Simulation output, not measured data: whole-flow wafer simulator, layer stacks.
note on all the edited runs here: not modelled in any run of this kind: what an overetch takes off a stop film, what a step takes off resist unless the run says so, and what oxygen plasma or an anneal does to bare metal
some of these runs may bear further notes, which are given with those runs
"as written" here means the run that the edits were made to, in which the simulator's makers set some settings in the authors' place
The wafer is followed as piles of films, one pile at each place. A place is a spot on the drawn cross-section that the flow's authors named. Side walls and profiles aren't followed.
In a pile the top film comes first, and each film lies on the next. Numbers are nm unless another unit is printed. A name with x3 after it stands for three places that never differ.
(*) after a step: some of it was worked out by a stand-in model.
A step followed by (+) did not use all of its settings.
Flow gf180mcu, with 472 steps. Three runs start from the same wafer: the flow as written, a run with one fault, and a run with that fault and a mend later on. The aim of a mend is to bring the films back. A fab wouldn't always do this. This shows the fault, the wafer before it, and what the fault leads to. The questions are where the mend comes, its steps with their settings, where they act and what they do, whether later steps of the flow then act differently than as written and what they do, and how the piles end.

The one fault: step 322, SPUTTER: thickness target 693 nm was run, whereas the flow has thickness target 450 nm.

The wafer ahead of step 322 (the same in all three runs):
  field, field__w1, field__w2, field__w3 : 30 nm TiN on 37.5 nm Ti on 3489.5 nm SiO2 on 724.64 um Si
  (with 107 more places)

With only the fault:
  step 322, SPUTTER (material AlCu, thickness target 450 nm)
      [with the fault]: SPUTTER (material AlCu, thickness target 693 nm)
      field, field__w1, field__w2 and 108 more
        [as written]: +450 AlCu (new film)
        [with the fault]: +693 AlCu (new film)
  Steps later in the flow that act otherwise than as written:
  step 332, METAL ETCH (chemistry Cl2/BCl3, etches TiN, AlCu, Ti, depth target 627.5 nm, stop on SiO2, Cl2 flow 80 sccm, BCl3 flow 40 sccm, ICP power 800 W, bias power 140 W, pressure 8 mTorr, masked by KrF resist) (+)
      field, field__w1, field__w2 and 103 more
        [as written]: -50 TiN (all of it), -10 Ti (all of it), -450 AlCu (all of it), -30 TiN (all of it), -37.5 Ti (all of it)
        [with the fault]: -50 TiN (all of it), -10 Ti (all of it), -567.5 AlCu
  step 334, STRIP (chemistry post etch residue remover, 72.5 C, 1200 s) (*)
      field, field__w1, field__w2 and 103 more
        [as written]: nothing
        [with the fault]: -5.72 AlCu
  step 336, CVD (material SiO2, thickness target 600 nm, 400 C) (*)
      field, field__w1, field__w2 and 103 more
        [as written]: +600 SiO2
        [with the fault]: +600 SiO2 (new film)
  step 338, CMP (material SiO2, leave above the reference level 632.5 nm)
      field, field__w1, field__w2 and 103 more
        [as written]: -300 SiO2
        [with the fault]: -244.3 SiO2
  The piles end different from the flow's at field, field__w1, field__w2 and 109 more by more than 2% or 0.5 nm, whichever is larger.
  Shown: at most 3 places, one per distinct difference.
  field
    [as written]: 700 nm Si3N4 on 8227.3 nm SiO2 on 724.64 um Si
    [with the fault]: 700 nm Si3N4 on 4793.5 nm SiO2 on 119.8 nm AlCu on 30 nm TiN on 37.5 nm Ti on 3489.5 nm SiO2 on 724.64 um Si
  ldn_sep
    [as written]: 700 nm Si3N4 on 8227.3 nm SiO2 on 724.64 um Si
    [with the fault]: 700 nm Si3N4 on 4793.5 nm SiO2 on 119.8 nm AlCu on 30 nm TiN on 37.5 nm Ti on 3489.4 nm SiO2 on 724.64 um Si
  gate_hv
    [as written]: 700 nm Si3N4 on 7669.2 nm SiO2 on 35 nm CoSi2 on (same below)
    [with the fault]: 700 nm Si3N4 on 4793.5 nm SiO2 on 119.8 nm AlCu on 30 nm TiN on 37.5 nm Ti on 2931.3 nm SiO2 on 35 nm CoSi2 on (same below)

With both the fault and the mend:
  The mend stands after step 322.
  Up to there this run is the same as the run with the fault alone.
  step 322a, METAL ETCH (chemistry Cl2/BCl3, etches TiN, AlCu, Ti, depth target 243 nm, Cl2 flow 80 sccm, BCl3 flow 40 sccm, ICP power 800 W, bias power 140 W, pressure 8 mTorr) (the flow's step 260, run once more with other settings)
      field, field__w1, field__w2 and 108 more
        -243 AlCu
  Later steps of the flow that are run all act as written at every place that is followed.
  At every place that both follow, the piles at the end match the flow's.
